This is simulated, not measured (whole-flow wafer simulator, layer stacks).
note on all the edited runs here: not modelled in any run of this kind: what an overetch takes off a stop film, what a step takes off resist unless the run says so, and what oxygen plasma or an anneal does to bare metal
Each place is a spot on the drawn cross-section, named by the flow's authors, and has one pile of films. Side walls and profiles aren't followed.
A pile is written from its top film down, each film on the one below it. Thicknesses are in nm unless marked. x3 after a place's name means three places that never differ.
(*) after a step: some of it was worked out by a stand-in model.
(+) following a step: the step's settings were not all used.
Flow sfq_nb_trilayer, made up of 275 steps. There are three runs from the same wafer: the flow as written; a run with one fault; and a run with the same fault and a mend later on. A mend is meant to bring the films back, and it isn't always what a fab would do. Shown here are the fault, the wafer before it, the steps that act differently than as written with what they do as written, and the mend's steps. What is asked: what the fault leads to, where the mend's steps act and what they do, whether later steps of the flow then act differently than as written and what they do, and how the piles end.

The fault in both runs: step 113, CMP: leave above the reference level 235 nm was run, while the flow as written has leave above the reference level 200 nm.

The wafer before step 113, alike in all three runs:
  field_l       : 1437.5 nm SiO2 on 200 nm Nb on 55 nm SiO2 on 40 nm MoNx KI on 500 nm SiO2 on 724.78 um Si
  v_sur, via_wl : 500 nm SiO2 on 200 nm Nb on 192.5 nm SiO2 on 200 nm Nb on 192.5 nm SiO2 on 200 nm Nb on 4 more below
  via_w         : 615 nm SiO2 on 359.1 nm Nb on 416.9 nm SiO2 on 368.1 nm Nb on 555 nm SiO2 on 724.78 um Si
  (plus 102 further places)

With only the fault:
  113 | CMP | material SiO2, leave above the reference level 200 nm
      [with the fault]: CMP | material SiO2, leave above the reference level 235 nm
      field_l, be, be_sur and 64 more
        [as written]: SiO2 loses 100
        [with the fault]: SiO2 loses 65
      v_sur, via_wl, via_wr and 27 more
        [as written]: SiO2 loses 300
        [with the fault]: SiO2 loses 265
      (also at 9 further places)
  Later steps of the flow acting differently than as written (3 more steps, not shown, differ only slightly: by at most 2% or 0.5 nm, whichever is larger):
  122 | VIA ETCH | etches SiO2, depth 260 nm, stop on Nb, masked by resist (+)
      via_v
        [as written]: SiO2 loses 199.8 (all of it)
        [with the fault]: SiO2 loses 234.8 (all of it)
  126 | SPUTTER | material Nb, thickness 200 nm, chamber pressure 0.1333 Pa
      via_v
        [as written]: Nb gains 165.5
        [with the fault]: Nb gains 158.1
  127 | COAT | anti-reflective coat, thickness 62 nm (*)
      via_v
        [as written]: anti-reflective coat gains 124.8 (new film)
        [with the fault]: anti-reflective coat gains 132.2 (new film)
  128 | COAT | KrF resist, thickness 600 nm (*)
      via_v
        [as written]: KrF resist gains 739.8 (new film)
        [with the fault]: KrF resist gains 769 (new film)
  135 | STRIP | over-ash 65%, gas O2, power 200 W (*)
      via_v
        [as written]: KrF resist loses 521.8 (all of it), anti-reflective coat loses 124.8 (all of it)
        [with the fault]: KrF resist loses 550.9 (all of it), anti-reflective coat loses 132.2 (all of it)
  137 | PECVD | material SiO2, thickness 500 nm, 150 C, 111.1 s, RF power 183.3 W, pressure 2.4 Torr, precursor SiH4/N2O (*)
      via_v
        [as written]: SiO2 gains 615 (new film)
        [with the fault]: SiO2 gains 657.5 (new film)
  At v_sur, via_wl, via_w and 36 more, the piles at the end differ from the flow's by more than 2% or 0.5 nm, whichever is larger.
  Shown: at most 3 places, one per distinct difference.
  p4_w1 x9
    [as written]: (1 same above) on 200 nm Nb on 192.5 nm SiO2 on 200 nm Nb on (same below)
    [with the fault]: (1 same above) on 200 nm Nb on 227.5 nm SiO2 on 200 nm Nb on (same below)
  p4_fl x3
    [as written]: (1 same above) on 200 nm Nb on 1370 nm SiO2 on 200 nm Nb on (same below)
    [with the fault]: (1 same above) on 200 nm Nb on 1405 nm SiO2 on 200 nm Nb on (same below)
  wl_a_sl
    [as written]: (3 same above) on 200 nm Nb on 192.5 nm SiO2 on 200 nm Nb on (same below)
    [with the fault]: (3 same above) on 200 nm Nb on 227.5 nm SiO2 on 200 nm Nb on (same below)

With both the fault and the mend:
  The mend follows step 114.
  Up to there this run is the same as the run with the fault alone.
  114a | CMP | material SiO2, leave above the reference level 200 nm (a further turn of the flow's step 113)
      field_l, v_sur, via_wl and 103 more
        SiO2 loses 35
  None of the later steps of the flow acts differently than as written at any place that is followed.
  At every place that both follow, the piles at the end match the flow's.
